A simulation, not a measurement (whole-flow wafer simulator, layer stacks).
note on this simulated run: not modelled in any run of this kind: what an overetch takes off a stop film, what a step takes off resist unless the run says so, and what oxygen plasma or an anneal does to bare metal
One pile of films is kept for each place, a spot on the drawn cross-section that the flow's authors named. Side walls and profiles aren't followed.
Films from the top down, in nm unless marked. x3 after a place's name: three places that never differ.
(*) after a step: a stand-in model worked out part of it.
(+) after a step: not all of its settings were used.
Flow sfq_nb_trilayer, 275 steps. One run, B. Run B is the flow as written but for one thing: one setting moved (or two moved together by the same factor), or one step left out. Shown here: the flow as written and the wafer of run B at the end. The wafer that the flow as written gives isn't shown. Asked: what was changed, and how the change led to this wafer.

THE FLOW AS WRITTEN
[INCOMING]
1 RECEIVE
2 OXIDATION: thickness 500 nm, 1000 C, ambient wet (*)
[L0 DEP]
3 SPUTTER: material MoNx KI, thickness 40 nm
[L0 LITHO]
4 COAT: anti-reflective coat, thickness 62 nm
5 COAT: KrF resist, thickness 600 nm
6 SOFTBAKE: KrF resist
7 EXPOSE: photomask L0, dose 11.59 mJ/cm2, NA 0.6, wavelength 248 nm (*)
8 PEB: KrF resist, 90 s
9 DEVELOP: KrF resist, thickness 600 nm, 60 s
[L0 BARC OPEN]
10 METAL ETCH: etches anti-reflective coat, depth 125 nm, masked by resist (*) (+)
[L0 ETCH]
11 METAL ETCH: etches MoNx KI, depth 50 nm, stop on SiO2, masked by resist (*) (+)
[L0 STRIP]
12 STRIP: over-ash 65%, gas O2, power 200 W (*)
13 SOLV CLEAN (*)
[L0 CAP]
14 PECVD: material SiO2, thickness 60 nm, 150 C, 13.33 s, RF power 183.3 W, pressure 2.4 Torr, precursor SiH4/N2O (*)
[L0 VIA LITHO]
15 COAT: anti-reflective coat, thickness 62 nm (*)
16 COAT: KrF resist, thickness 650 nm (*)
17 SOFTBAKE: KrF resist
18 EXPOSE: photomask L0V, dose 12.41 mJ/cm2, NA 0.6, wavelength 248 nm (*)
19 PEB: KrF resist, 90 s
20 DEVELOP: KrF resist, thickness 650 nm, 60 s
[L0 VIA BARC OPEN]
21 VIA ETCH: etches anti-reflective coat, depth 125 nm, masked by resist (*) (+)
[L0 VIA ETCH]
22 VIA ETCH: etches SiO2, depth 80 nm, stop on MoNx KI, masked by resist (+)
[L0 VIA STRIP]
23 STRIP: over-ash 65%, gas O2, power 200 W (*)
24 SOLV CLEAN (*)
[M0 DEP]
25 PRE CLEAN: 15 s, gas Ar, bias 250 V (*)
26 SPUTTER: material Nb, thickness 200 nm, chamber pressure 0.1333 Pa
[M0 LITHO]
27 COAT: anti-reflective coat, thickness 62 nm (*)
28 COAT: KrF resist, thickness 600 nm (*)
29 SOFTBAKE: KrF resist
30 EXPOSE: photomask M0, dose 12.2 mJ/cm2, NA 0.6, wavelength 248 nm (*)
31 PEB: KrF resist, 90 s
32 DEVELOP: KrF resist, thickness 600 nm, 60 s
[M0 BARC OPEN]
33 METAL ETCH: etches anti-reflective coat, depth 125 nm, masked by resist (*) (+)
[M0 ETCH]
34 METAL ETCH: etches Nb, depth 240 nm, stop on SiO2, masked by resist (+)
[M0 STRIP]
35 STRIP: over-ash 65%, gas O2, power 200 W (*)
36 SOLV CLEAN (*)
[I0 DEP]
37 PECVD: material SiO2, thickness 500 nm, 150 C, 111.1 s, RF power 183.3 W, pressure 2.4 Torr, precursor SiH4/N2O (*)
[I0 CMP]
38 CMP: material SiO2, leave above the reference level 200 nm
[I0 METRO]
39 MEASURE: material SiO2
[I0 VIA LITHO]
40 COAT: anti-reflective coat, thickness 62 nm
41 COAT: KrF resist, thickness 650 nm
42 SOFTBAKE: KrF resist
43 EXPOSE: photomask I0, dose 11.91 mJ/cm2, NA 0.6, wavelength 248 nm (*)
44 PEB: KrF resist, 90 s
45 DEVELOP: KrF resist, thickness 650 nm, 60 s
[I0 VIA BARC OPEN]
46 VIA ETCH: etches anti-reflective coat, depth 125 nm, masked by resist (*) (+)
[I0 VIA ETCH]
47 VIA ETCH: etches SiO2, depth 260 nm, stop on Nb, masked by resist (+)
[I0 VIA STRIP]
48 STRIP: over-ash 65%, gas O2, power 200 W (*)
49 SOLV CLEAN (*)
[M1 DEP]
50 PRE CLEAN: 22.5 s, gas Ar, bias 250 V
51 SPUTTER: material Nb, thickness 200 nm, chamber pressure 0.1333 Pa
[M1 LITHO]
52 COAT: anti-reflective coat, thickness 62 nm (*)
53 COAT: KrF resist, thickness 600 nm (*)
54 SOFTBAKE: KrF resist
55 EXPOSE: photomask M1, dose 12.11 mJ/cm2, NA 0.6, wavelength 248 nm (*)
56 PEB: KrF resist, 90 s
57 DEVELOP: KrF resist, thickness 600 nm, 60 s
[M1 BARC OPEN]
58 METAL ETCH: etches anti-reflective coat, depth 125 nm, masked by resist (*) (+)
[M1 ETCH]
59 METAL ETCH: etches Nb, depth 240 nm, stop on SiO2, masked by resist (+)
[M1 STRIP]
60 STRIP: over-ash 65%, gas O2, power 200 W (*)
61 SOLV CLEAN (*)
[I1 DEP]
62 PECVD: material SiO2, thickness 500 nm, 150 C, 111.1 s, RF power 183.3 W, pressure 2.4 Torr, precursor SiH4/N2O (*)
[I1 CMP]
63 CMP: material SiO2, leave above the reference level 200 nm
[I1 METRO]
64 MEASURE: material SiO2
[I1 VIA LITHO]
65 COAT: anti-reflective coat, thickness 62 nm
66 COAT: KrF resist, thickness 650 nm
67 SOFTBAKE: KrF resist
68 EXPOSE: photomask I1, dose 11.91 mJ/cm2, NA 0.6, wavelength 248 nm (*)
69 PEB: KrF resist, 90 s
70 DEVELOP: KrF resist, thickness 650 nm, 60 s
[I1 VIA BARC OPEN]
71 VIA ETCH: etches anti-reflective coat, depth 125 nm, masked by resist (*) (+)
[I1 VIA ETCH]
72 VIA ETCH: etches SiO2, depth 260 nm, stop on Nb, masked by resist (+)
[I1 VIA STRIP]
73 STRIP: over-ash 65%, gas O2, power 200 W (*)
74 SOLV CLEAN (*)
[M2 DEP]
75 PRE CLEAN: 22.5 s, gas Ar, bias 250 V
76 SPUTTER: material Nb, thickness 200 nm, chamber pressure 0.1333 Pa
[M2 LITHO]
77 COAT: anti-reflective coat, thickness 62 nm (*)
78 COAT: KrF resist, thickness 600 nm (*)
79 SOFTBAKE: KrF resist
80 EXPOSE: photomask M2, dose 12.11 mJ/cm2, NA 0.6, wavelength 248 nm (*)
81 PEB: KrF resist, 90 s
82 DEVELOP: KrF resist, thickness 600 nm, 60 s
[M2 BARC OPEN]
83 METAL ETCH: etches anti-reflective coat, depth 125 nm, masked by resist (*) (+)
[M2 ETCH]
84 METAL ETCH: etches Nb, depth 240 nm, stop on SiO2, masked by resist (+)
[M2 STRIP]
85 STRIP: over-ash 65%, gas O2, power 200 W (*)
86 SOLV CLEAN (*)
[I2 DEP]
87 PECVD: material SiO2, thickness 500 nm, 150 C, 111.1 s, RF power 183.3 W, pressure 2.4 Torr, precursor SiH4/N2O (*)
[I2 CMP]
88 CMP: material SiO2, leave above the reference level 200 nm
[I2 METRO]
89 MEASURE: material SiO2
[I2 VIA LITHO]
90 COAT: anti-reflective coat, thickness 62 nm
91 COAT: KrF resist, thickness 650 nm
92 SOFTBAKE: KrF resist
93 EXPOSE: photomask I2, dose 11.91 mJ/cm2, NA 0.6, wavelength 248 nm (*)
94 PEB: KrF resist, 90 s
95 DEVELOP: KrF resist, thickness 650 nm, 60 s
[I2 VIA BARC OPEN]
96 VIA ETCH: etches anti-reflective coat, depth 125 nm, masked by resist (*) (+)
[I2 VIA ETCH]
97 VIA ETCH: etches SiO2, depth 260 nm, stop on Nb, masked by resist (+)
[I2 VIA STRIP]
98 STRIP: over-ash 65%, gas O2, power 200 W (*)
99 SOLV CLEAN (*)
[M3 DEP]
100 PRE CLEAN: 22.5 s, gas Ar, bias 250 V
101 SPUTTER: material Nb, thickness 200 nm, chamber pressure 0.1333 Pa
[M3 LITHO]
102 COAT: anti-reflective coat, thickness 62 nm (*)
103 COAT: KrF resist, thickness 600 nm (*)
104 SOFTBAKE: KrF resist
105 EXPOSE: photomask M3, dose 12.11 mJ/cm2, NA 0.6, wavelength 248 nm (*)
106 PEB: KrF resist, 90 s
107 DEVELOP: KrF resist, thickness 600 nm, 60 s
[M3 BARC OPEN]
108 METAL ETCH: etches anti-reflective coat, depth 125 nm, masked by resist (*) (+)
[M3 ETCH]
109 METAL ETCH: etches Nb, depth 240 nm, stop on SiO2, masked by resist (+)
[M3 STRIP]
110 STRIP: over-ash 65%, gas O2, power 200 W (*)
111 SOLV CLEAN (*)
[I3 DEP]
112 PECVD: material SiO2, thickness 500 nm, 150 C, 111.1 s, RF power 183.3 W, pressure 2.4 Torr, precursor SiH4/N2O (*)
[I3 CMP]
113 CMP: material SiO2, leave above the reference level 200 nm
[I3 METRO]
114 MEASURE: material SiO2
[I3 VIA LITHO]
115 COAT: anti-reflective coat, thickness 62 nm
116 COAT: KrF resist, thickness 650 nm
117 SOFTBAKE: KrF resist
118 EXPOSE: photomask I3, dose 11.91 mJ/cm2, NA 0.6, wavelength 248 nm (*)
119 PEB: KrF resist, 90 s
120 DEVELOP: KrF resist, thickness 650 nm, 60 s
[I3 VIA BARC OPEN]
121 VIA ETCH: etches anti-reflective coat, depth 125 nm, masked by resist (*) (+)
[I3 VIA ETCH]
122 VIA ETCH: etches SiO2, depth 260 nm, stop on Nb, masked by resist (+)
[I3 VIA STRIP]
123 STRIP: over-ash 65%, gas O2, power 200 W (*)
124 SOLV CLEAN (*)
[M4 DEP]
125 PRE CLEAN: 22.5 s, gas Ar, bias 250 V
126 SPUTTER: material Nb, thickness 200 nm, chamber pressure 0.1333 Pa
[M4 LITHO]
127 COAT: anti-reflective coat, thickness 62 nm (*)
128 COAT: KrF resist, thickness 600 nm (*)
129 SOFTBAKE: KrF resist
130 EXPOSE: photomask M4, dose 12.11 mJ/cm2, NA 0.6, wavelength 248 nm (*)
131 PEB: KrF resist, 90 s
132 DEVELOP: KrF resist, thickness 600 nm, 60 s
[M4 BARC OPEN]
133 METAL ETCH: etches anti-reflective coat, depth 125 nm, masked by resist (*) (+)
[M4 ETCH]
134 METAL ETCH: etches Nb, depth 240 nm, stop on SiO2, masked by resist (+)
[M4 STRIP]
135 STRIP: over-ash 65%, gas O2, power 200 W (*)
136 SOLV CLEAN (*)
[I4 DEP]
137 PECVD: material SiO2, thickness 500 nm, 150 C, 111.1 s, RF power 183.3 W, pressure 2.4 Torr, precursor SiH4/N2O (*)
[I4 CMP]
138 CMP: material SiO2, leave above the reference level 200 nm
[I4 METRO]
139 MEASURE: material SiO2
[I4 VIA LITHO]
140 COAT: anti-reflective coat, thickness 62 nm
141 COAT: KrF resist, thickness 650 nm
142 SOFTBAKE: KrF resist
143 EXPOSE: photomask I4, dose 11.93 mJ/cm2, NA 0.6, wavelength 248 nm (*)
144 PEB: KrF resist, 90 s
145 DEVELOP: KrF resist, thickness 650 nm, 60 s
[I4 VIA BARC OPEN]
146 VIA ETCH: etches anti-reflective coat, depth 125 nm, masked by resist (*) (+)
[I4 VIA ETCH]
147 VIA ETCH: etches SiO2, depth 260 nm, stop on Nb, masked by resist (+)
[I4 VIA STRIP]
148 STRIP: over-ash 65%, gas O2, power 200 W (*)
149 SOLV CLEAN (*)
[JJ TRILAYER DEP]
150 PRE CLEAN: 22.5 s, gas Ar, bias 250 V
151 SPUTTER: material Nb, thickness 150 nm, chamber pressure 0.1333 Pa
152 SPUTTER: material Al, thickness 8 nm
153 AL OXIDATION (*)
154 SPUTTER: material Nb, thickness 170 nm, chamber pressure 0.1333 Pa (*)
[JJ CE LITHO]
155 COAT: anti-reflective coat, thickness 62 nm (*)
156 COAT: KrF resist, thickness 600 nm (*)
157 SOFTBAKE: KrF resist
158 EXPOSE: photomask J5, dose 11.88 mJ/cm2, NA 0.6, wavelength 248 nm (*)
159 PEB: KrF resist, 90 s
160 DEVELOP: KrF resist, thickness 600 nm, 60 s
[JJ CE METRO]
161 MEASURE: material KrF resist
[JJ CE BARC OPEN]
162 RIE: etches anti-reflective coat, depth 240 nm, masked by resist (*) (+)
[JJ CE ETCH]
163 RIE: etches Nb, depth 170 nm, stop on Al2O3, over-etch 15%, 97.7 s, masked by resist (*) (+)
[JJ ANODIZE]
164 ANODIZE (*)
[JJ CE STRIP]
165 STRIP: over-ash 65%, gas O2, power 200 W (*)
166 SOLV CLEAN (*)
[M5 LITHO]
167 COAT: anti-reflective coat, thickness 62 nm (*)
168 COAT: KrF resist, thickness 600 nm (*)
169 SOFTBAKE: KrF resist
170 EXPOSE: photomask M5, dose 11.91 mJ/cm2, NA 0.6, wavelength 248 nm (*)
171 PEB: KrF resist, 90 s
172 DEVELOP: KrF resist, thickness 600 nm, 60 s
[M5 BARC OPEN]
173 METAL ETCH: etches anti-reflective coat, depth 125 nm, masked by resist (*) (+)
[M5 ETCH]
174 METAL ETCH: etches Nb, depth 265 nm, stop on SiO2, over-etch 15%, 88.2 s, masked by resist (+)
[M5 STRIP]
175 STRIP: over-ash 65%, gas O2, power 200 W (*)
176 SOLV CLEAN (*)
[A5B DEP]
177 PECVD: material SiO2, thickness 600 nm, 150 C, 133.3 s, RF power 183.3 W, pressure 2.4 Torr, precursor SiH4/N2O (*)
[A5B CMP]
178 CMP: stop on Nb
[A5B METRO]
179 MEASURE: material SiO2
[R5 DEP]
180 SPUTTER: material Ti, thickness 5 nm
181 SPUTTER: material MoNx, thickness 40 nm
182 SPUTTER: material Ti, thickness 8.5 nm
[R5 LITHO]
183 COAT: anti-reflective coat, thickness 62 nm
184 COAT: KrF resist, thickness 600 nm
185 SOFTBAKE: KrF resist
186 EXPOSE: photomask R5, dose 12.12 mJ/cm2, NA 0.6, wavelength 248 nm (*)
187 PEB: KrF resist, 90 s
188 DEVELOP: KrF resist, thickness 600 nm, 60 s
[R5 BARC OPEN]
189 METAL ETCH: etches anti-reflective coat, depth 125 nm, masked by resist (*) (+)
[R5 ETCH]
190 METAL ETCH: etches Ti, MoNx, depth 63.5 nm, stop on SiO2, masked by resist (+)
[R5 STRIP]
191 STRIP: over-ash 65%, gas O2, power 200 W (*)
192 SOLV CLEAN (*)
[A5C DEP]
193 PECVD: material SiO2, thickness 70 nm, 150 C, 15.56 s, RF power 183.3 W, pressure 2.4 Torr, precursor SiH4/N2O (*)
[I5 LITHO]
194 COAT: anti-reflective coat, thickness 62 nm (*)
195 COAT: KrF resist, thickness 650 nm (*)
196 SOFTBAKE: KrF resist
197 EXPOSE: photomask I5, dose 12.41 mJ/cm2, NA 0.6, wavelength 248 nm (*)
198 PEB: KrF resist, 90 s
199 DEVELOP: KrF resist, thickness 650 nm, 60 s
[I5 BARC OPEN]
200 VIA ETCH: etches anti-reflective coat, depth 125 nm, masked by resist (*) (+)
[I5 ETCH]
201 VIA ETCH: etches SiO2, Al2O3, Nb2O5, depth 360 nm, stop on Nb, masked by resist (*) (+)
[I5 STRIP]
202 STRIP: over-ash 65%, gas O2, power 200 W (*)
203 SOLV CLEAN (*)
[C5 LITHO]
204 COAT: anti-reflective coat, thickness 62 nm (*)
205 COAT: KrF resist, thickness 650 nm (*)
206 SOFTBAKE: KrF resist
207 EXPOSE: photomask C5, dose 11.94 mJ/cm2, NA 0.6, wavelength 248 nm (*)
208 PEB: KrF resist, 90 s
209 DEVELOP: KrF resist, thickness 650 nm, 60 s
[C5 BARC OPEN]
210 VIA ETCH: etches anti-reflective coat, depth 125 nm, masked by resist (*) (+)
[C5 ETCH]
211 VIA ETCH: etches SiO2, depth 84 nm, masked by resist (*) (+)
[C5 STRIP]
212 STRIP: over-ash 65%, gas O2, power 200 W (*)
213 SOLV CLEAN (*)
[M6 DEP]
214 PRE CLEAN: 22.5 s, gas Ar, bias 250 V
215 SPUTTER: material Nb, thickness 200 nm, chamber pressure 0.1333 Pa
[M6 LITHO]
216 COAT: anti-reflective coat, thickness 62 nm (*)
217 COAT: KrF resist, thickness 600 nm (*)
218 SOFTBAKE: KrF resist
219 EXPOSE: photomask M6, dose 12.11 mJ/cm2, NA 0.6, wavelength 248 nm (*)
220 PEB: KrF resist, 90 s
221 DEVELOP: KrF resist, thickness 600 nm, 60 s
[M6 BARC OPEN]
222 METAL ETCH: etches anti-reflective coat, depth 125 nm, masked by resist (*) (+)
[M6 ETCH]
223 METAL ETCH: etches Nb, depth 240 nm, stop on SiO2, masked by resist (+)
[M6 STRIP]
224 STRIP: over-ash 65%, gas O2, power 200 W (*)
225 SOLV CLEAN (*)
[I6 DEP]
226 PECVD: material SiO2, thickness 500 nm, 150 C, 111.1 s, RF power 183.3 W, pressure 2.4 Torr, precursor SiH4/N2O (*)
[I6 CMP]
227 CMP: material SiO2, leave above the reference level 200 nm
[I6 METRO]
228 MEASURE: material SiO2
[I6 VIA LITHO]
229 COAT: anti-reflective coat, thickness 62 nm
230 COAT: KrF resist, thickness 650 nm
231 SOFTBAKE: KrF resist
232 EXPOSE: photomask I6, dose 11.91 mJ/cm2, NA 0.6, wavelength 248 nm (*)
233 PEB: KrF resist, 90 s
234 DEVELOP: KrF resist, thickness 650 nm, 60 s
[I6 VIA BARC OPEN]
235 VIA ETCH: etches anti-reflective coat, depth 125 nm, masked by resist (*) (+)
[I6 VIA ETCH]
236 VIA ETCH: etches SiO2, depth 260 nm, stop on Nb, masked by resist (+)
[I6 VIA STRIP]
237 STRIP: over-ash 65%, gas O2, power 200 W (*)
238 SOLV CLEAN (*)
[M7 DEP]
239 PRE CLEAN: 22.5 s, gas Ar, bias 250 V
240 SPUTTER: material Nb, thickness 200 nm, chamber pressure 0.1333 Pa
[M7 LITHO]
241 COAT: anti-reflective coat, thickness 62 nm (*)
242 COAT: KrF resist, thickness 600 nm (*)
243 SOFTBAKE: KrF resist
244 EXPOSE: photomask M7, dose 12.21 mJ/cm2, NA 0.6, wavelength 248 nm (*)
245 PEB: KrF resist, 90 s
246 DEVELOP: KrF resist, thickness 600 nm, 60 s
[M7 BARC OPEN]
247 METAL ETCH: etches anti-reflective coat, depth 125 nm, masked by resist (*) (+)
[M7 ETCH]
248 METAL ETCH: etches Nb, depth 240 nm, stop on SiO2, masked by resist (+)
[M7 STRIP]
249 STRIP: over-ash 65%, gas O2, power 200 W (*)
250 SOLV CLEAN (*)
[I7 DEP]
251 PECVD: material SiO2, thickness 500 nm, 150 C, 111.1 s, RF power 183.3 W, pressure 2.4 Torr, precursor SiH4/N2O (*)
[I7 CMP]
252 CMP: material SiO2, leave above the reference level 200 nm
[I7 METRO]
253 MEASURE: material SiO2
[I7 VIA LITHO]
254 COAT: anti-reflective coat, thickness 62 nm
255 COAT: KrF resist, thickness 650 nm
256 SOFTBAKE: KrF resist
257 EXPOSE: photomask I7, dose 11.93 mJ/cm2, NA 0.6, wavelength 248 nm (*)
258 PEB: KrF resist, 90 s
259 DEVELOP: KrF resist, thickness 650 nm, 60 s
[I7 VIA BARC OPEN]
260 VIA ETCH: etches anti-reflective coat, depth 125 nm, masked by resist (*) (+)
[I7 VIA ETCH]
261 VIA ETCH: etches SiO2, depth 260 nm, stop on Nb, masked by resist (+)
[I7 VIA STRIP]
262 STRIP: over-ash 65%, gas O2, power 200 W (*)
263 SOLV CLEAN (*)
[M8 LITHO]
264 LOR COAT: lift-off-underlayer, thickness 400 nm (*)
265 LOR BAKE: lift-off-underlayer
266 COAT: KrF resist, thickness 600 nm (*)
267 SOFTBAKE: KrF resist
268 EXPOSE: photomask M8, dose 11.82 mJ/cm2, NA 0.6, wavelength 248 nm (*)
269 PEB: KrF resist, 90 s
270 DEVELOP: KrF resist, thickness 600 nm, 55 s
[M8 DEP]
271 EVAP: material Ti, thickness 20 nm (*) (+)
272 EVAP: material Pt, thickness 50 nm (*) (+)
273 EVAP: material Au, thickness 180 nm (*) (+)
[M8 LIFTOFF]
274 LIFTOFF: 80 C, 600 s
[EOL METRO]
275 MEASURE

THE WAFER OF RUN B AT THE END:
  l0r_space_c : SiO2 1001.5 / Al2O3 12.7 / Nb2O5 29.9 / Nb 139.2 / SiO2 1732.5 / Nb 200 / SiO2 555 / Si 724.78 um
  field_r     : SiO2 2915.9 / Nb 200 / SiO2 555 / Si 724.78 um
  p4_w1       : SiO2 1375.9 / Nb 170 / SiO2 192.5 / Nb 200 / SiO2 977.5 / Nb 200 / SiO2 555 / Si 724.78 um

The cause: step 126, SPUTTER: thickness 170 nm was run, where the flow has thickness 200 nm.
It can be read off the wafer: p4_w1 has Nb 170, and step 126 as written asks for 200 nm.

How the change led to this, step by step:
  126 SPUTTER: material Nb, thickness 200 nm, chamber pressure 0.1333 Pa
      field_l, v_sur, via_wl and 102 more: Nb +170 (new film) (as written it would be: Nb +200 (new film))
      via_v: Nb +140.5 (as written it would be: Nb +165.5)
  134 METAL ETCH: etches Nb, depth 240 nm, stop on SiO2, masked by resist (+)
      field_l, be, be_sur and 64 more: Nb -170 (all of it) (as written it would be: Nb -200 (all of it))
  137 PECVD: material SiO2, thickness 500 nm, 150 C, 111.1 s, RF power 183.3 W, pressure 2.4 Torr, precursor SiH4/N2O (*)
      p3_s0, p3_s1, p3_s2, p3_s3, p3_s4, p3_s5: SiO2 +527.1 (as written it would be: SiO2 +557.1)
  138 CMP: material SiO2, leave above the reference level 200 nm
      field_l, be, be_sur and 55 more: SiO2 -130 (as written it would be: SiO2 -100)
      lsp_r, l0_sur, l0v: SiO2 -123.1 (as written it would be: SiO2 -91.9)
